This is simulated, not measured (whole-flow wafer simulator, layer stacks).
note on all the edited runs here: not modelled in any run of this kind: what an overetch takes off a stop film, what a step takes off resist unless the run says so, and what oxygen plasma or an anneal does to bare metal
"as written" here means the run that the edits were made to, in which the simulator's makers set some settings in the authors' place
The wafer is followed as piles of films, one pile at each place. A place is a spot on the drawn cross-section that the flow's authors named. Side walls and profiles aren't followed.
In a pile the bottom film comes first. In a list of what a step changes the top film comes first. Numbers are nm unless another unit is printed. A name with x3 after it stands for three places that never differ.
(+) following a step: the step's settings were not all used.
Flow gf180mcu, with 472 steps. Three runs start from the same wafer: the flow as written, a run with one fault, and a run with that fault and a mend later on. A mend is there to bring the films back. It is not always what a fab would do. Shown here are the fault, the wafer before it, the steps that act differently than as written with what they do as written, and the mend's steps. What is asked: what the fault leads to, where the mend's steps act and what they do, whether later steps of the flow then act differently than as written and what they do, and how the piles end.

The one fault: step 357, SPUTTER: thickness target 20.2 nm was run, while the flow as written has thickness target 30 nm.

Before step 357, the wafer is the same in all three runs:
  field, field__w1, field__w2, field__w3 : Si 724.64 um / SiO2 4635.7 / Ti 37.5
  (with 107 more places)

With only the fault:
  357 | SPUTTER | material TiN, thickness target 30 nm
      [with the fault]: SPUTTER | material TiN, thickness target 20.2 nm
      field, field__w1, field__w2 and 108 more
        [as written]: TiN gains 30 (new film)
        [with the fault]: TiN gains 20.2 (new film)
  Steps later in the flow that act otherwise than as written:
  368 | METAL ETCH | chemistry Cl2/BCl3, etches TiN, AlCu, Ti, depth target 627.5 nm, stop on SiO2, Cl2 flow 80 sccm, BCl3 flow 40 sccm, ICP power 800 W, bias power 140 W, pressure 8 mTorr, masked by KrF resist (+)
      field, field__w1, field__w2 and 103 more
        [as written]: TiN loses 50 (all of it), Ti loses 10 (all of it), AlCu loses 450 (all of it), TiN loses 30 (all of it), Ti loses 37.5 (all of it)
        [with the fault]: TiN loses 50 (all of it), Ti loses 10 (all of it), AlCu loses 450 (all of it), TiN loses 20.2 (all of it), Ti loses 37.5 (all of it)
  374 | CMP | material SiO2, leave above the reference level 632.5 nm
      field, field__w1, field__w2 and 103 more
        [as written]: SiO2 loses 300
        [with the fault]: SiO2 loses 309.8
  The piles end different from the flow's at field__w8, contact, m1, m1__w1, m1_nw by more than 2% or 0.5 nm, whichever is larger.
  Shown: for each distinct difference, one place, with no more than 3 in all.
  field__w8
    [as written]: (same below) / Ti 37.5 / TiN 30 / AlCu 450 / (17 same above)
    [with the fault]: (same below) / Ti 37.5 / TiN 20.2 / AlCu 450 / (17 same above)
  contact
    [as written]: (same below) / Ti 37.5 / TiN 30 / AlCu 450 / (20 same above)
    [with the fault]: (same below) / Ti 37.5 / TiN 20.2 / AlCu 450 / (20 same above)

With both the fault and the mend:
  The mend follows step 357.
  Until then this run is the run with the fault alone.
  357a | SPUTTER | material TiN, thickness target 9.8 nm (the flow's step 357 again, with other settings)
      field, field__w1, field__w2 and 108 more
        TiN gains 9.8
  None of the later steps of the flow acts differently than as written at any place that is followed.
  By the end, the piles equal the flow's at every place that both follow.
